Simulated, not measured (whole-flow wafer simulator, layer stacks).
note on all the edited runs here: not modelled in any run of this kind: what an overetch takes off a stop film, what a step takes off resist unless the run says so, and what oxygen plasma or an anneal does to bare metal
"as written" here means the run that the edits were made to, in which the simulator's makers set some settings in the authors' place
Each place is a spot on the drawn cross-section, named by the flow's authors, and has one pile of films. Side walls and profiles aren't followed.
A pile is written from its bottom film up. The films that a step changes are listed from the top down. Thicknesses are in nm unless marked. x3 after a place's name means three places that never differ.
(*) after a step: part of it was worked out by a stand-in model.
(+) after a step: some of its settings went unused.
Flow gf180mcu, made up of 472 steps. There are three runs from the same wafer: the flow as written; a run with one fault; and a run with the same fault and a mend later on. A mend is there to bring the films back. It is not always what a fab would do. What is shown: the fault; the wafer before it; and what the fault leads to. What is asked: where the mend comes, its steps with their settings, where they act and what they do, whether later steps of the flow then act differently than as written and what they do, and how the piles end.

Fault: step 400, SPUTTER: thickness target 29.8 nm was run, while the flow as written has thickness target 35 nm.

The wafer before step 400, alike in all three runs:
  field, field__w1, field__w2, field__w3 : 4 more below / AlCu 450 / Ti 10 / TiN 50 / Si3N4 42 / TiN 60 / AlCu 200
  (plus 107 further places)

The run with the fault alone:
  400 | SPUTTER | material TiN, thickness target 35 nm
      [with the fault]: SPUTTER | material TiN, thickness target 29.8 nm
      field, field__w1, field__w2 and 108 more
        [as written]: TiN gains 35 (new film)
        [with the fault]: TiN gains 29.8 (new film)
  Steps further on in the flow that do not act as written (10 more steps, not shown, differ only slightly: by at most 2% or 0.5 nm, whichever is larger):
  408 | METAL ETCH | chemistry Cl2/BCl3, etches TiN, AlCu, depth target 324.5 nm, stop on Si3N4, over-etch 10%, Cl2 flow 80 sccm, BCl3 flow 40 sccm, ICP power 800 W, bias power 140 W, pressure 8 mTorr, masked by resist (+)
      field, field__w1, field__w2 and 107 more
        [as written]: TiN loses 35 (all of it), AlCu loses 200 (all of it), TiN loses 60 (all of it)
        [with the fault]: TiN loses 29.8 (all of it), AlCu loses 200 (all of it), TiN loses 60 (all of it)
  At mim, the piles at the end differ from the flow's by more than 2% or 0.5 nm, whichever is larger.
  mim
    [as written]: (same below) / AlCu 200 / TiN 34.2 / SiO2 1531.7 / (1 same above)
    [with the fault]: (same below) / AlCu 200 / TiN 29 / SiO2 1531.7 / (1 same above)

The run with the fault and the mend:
  The mend stands after step 407.
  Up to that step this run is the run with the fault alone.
  407a | STRIP | chemistry O2/N2, power 2160 W, pressure 1700 mTorr (*)
      mim
        resist loses 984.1 (all of it)
  407b | SPUTTER | material TiN, thickness target 5.2 nm (the flow's step 400, run once more with other settings)
      field, field__w1, field__w2 and 108 more
        TiN gains 5.2
  407c | HMDS | 120 C, 60 s (the flow's step 402, run once more)
      leaves every film unchanged at each place that is followed
  407d | COAT | resist, thickness 1000 nm (the flow's step 403, run once more)
      field, field__w1, field__w2 and 108 more
        resist gains 1000 (new film)
  407e | SOFTBAKE | resist (the flow's step 404, run once more)
      leaves every film unchanged at each place that is followed
  407f | EXPOSE | photomask FuseTop (the flow's step 405, run once more)
      leaves every film unchanged at each place that is followed
  407g | PEB | resist, 70.3 s (the flow's step 406, run once more)
      field, field__w1, field__w2 and 108 more
        resist loses 15.9
  407h | DEVELOP | thickness 1000 nm, 60 s (the flow's step 407, run once more)
      field, field__w1, field__w2 and 107 more
        resist loses 984.1 (all of it)
  None of the later steps of the flow acts differently than as written at any place that is followed.
  At every place that both follow, the piles at the end match the flow's.
